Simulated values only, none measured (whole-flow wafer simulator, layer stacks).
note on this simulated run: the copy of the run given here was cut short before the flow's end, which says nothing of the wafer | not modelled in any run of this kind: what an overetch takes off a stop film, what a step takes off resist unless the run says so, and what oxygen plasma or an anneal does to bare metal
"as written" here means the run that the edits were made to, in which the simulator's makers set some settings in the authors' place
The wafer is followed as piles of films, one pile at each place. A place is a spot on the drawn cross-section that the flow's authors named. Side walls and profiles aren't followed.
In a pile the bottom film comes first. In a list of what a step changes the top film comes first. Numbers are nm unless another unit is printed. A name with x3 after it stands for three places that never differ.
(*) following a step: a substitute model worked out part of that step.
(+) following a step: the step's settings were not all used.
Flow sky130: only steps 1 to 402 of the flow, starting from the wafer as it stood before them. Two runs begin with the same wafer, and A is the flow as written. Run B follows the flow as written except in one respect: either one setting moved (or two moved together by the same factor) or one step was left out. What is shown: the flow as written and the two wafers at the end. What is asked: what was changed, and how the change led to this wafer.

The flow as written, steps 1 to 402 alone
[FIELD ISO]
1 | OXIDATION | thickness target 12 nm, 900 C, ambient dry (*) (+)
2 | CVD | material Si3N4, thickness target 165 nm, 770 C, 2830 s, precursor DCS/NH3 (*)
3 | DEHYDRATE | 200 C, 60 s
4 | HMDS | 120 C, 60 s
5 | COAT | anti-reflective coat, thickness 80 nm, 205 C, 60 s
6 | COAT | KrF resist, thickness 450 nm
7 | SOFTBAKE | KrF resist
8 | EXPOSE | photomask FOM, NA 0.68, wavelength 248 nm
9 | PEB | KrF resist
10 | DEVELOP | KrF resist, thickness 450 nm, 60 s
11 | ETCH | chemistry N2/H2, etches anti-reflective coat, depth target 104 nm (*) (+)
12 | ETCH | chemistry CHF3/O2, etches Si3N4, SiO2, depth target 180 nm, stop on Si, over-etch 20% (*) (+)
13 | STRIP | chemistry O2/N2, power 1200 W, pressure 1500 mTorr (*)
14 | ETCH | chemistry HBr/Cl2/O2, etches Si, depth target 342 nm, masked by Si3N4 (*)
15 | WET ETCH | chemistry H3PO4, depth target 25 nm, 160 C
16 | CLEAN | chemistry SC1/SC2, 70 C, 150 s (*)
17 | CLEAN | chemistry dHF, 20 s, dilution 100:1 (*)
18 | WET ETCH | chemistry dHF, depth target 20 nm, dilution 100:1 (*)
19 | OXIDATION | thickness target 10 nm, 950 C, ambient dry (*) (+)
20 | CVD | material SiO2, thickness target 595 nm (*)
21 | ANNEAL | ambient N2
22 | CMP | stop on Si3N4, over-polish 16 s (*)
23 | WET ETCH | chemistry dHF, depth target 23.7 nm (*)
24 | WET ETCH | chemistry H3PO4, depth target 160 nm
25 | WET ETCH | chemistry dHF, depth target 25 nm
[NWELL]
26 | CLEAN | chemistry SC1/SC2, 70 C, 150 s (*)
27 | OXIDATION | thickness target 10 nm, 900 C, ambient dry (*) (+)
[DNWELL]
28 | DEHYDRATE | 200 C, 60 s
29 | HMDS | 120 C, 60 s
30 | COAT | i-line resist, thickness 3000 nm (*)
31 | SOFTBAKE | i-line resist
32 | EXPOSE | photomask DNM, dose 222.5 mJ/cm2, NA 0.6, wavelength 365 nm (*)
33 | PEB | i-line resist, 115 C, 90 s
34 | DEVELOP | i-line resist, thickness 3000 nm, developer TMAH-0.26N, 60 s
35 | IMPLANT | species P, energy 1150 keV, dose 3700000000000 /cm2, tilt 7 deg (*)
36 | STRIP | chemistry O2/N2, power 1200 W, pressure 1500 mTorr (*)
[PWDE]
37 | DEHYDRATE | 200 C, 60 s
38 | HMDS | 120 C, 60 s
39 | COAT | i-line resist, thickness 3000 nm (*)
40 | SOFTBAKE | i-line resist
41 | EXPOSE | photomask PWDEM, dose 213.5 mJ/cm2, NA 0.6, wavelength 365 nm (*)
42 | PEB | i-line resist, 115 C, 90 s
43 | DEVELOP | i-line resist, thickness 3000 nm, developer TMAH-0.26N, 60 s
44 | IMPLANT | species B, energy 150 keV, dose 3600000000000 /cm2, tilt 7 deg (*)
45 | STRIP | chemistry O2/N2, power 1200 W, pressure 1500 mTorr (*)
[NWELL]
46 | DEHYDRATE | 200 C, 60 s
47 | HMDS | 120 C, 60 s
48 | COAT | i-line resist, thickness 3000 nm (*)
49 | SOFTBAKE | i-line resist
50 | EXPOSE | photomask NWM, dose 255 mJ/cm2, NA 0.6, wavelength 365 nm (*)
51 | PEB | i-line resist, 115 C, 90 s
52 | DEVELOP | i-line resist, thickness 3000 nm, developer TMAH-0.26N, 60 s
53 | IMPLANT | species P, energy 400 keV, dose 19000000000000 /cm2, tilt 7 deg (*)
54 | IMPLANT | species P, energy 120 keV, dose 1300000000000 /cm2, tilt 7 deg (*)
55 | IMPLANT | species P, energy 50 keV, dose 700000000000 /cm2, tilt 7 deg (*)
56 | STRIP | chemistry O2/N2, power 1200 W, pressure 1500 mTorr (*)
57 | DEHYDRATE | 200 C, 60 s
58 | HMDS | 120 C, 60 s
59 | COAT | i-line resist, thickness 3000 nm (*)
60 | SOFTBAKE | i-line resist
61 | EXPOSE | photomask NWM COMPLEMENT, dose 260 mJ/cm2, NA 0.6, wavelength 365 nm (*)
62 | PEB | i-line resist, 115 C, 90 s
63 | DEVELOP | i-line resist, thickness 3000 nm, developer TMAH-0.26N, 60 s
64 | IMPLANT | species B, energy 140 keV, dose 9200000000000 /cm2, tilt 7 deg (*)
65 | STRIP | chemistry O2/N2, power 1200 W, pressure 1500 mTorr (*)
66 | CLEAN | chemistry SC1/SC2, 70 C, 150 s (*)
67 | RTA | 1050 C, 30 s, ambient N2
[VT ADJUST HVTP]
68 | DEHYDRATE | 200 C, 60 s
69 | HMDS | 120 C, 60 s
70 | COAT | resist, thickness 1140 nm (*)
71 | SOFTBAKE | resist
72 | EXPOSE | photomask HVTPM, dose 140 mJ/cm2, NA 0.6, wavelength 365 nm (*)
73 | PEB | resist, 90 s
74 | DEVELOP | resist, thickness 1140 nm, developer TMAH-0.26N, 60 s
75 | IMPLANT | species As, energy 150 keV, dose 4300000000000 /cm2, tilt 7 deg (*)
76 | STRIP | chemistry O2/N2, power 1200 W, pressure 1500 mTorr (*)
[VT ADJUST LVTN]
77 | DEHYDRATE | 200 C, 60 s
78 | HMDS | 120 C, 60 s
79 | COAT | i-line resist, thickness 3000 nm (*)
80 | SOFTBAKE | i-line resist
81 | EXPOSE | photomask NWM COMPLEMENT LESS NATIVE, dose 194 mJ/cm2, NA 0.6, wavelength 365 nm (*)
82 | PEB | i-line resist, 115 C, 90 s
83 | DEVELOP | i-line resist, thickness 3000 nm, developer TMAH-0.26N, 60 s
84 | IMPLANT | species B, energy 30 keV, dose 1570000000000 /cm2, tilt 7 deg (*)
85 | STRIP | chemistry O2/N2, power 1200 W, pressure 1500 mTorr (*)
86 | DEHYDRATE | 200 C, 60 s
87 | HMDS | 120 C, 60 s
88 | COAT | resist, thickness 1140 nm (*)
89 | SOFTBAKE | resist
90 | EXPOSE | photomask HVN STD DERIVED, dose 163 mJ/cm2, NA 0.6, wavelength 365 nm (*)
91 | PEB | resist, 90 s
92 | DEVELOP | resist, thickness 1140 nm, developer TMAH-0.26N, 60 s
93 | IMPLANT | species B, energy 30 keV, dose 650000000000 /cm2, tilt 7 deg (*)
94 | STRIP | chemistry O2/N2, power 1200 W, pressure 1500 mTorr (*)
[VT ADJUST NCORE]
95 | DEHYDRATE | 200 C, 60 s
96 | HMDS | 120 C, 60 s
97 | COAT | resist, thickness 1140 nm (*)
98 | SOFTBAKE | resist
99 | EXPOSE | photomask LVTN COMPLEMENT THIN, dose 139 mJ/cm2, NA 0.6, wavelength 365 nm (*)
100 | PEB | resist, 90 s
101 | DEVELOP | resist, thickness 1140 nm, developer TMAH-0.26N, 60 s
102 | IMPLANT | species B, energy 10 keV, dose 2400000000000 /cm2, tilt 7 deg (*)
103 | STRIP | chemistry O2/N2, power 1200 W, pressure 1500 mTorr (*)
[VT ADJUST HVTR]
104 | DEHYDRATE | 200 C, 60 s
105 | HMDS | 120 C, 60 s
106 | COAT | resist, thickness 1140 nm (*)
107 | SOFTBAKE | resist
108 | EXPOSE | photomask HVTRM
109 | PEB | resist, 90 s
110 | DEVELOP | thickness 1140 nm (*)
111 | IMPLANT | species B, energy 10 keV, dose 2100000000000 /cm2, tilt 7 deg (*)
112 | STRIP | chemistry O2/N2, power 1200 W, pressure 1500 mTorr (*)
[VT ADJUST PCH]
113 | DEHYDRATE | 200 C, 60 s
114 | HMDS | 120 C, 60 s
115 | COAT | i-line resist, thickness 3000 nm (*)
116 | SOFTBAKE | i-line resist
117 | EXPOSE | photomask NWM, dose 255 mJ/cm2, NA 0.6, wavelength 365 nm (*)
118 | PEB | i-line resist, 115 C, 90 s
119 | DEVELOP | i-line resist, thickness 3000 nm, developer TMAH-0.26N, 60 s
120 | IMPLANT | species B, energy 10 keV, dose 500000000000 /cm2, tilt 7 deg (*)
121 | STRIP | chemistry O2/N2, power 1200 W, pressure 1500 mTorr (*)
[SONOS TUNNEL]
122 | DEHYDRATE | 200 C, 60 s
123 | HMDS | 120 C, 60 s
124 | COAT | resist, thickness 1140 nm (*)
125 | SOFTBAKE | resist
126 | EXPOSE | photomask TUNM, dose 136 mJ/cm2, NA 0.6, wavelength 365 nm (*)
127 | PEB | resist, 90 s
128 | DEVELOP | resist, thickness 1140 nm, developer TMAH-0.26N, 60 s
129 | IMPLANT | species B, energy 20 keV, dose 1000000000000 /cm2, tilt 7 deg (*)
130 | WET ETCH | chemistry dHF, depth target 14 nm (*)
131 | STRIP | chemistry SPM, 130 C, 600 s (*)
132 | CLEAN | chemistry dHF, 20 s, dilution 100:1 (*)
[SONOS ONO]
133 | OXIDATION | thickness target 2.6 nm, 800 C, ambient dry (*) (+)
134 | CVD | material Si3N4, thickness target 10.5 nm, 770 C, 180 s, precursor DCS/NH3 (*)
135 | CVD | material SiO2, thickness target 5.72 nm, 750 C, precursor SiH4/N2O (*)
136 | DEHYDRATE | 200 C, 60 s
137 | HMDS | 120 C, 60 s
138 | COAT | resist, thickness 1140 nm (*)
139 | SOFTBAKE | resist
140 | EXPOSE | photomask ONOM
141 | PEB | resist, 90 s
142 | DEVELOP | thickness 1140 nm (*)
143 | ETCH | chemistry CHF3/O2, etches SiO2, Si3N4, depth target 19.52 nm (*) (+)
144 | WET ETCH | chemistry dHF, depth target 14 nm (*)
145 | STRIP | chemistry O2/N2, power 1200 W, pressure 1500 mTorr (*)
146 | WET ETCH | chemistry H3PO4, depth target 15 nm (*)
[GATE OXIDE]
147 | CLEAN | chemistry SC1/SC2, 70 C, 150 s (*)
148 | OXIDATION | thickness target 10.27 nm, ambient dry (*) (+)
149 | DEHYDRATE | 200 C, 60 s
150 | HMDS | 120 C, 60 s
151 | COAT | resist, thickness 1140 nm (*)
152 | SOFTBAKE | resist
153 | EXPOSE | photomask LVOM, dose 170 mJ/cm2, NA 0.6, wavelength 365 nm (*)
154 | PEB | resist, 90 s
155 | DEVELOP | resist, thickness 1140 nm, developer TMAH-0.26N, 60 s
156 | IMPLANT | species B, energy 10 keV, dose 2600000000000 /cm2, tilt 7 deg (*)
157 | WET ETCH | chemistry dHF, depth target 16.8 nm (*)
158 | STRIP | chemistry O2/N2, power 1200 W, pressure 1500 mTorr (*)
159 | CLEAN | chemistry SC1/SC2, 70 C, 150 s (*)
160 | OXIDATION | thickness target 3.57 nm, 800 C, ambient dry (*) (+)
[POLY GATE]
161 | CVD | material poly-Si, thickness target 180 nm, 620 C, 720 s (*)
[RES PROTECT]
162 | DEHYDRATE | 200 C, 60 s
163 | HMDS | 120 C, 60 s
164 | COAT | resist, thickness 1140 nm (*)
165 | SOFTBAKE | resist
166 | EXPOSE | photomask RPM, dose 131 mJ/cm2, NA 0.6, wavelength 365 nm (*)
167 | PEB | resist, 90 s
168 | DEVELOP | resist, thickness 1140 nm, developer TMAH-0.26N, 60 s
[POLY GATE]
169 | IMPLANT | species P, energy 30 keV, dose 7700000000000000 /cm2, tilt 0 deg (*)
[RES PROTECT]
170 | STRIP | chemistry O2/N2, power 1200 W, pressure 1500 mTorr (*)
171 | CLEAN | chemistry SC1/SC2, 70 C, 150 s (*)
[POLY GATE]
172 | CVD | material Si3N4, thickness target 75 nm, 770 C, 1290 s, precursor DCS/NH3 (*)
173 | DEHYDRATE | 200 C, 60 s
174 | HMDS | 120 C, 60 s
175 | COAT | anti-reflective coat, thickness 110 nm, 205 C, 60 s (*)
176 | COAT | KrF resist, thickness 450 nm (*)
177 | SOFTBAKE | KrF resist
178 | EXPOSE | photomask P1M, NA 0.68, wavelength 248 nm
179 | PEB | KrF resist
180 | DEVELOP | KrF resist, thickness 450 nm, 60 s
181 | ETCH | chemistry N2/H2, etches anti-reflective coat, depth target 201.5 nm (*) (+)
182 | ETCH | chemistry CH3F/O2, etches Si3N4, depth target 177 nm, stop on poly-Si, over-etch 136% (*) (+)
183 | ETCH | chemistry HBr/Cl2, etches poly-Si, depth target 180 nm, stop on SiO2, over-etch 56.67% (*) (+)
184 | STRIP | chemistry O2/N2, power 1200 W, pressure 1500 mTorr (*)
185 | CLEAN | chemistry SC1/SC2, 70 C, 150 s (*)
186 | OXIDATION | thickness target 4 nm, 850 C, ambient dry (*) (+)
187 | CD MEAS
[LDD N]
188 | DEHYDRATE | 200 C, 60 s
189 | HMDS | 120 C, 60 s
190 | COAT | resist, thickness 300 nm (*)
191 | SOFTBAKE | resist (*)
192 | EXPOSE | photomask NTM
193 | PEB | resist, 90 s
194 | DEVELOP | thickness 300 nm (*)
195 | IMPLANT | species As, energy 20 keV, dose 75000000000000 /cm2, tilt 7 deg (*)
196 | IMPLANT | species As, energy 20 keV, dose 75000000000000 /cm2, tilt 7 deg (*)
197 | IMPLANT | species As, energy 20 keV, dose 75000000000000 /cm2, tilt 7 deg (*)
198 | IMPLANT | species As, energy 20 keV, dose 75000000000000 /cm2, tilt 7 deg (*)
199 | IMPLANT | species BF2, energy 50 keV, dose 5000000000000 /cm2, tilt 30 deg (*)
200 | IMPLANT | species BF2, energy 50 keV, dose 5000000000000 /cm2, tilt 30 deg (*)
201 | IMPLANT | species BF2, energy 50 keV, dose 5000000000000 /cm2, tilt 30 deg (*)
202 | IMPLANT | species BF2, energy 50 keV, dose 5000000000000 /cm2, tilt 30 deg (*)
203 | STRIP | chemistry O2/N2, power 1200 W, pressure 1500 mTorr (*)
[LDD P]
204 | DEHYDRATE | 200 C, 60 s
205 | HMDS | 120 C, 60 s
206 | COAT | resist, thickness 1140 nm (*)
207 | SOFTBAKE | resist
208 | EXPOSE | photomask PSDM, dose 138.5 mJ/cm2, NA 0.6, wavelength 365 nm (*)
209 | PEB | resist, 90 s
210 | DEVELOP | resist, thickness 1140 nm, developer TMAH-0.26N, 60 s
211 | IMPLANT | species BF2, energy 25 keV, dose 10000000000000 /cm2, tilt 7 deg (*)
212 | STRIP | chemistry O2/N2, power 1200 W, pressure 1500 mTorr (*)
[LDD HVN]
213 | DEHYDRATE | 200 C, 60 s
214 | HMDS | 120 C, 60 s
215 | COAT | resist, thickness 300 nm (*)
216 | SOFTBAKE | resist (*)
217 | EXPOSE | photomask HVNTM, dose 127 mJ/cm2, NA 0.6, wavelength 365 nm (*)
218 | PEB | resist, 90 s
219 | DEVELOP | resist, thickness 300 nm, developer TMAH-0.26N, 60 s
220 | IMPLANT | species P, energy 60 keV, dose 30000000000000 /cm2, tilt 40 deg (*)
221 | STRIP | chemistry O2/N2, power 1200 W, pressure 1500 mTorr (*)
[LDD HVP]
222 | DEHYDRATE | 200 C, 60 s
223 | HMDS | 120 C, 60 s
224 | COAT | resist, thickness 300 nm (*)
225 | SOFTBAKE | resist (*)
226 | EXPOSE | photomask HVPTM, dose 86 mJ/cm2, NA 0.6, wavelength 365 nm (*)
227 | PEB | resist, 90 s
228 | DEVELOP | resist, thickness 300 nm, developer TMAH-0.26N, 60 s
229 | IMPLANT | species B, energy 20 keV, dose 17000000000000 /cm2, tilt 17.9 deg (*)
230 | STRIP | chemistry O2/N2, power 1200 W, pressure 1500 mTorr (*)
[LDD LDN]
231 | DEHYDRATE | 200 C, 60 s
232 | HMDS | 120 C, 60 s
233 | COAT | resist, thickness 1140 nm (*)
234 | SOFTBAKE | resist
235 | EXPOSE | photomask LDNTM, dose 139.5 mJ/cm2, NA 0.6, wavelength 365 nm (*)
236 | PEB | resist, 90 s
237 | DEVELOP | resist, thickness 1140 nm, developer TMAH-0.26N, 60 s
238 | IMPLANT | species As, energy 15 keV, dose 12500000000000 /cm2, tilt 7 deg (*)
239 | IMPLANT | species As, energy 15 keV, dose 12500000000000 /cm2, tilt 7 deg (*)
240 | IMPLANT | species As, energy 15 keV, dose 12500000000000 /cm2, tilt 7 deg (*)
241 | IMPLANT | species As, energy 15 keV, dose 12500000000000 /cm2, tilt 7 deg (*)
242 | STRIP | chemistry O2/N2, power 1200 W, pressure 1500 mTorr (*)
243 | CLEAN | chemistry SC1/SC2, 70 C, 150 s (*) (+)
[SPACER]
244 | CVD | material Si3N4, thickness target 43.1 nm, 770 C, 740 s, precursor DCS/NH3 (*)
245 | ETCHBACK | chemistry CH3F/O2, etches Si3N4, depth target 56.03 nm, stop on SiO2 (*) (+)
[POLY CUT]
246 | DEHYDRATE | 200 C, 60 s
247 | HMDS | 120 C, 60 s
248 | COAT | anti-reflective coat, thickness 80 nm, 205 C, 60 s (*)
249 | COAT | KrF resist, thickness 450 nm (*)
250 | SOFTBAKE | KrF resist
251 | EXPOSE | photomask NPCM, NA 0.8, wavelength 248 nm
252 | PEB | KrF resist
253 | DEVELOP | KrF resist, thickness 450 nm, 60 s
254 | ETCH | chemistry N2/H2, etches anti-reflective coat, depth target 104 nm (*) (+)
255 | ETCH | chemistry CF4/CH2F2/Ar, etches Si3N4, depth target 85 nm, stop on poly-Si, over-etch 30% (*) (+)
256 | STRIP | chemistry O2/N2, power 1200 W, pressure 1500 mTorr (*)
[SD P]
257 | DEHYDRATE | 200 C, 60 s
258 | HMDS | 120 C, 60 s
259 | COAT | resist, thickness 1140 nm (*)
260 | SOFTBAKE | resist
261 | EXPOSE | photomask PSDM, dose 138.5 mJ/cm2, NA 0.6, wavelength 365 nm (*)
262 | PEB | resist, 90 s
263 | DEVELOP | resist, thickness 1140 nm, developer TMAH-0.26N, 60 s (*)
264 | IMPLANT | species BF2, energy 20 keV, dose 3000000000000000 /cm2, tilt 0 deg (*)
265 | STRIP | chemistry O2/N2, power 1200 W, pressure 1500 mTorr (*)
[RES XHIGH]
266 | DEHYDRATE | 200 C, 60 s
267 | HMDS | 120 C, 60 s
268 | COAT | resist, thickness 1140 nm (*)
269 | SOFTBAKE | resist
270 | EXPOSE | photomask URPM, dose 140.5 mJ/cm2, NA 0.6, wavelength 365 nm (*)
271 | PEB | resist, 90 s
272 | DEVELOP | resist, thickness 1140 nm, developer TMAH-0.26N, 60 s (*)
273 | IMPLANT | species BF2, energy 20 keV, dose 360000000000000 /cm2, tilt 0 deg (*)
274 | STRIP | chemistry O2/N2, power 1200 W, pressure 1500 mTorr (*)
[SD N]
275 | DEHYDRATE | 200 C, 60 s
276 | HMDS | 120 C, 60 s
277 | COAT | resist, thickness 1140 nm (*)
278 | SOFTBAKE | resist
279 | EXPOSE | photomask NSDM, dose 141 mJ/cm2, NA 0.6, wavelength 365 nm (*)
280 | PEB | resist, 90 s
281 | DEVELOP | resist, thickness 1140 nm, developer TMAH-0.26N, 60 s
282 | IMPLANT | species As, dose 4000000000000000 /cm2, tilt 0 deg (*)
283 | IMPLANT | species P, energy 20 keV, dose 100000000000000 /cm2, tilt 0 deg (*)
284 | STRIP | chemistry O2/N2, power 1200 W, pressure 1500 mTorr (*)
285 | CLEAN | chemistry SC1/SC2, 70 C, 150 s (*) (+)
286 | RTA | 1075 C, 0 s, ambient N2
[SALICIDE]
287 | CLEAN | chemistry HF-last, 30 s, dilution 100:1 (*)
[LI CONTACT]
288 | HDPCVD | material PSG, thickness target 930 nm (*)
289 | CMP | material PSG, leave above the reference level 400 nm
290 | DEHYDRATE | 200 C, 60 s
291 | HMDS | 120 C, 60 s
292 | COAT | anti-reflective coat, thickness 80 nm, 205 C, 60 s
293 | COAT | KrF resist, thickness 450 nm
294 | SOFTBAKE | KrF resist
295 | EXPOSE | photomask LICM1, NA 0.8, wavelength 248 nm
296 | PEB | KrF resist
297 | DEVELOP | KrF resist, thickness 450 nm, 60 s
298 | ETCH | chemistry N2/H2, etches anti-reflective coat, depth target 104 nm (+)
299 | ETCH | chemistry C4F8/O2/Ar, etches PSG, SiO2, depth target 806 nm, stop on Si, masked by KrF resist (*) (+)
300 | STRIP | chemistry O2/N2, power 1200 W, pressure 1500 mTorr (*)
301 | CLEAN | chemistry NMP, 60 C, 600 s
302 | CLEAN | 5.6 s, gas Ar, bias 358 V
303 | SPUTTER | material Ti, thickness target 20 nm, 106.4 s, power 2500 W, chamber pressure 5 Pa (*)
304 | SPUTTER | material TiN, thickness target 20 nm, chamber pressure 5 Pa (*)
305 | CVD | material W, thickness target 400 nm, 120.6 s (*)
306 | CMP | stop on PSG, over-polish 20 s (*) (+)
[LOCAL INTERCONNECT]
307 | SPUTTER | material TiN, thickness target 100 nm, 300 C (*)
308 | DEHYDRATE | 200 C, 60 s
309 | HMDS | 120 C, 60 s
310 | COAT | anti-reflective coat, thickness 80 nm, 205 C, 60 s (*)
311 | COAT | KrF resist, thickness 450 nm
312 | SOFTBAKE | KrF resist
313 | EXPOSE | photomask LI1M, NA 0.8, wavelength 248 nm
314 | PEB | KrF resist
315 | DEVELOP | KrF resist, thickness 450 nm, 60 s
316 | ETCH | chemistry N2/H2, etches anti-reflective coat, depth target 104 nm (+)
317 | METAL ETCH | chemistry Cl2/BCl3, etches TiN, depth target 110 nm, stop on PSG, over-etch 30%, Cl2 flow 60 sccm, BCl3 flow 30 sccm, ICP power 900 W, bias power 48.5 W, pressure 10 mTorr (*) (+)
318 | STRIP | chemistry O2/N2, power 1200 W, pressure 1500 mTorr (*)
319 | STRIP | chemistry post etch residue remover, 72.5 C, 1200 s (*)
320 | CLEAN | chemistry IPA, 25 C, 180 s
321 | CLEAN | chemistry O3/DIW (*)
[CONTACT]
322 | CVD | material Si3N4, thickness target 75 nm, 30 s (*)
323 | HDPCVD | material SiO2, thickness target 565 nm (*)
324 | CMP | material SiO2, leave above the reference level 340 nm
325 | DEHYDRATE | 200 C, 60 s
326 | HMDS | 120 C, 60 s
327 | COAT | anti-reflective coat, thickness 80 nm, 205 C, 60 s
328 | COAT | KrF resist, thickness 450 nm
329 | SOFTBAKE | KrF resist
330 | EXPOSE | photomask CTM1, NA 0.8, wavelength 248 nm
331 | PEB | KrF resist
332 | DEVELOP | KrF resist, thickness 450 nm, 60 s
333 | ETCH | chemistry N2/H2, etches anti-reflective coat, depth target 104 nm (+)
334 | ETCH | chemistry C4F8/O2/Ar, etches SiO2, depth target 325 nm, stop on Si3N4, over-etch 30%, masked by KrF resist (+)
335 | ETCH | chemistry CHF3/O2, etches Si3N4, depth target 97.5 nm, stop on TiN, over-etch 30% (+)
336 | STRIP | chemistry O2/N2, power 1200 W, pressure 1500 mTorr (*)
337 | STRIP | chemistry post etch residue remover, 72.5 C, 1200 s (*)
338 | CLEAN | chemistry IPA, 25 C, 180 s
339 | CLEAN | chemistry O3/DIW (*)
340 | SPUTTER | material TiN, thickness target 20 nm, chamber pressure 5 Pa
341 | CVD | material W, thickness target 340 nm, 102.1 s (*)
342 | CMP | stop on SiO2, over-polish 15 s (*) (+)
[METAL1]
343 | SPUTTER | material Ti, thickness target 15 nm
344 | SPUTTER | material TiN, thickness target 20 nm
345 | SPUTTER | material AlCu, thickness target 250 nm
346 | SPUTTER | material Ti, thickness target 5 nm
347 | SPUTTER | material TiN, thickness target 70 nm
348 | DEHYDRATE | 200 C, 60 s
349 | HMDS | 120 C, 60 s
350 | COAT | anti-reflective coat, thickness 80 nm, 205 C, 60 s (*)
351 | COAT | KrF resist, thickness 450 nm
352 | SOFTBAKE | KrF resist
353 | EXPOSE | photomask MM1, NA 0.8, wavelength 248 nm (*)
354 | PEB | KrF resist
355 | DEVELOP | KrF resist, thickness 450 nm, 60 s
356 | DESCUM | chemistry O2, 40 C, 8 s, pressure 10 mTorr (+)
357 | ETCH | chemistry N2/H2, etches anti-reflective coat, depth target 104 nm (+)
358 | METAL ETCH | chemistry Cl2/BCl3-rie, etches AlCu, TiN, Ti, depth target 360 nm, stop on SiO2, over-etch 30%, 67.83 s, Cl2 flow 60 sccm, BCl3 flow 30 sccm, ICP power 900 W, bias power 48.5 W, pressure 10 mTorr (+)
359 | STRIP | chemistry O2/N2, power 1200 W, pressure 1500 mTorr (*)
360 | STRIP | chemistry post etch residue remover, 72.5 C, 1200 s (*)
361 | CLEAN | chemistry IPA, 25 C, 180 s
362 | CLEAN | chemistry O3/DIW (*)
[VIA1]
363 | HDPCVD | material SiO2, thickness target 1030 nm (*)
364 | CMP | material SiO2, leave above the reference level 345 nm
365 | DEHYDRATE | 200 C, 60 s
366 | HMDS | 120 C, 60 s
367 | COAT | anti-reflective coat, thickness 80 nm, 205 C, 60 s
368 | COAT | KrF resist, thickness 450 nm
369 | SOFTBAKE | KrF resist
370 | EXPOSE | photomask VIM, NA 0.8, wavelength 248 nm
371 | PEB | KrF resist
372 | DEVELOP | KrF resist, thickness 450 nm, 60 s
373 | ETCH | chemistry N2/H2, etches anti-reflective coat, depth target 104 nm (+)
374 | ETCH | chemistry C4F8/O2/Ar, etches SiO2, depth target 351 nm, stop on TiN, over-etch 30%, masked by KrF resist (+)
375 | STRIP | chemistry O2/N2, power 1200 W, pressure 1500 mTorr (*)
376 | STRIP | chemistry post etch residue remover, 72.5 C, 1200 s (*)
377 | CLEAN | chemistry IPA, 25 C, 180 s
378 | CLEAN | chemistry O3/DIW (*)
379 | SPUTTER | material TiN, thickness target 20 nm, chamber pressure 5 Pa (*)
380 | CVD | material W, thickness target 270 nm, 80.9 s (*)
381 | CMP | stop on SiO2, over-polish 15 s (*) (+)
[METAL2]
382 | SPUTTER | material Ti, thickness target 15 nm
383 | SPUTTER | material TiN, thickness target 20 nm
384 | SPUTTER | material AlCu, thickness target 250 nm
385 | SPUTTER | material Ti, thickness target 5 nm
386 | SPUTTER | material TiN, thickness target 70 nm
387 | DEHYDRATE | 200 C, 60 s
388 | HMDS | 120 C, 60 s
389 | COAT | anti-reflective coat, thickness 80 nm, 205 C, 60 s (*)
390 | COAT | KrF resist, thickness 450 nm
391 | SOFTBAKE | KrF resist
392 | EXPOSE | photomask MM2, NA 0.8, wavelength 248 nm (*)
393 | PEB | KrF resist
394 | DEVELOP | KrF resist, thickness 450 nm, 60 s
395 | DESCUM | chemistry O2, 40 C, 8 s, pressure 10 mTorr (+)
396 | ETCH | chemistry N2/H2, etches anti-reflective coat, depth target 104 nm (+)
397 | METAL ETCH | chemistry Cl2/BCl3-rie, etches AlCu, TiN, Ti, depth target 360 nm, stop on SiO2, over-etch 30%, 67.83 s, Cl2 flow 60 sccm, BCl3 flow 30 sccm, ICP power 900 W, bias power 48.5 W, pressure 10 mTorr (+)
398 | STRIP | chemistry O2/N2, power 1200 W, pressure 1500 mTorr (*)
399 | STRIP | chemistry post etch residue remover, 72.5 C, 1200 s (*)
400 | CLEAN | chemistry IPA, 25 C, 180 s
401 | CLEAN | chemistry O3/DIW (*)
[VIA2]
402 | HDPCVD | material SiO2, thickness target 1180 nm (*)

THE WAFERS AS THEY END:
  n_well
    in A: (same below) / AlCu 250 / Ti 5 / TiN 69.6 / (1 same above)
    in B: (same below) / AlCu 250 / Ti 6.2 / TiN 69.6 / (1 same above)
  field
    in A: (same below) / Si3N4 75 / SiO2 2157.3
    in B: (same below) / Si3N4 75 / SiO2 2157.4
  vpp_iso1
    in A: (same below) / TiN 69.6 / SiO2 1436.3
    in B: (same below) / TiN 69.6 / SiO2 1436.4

What caused this: step 385, SPUTTER: thickness target 6.2 nm was run, whereas the flow has thickness target 5 nm.
The wafer itself shows it: n_well has Ti 6.2, and step 385 as written asks for 5 nm.

The path from the change to this, step by step:
  385 | SPUTTER | material Ti, thickness target 5 nm
      field, active, n_well and 188 more: A +5 Ti (new film) | B +6.2 Ti (new film)
  397 | METAL ETCH | chemistry Cl2/BCl3-rie, etches AlCu, TiN, Ti, depth target 360 nm, stop on SiO2, over-etch 30%, 67.83 s, Cl2 flow 60 sccm, BCl3 flow 30 sccm, ICP power 900 W, bias power 48.5 W, pressure 10 mTorr (+)
      field, active, gate and 82 more: A -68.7 TiN (all of it), -5 Ti (all of it), -250 AlCu (all of it), -20 TiN (all of it), -15 Ti (all of it), -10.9 SiO2 | B -68.7 TiN (all of it), -6.2 Ti (all of it), -250 AlCu (all of it), -20 TiN (all of it), -15 Ti (all of it), -10.8 SiO2
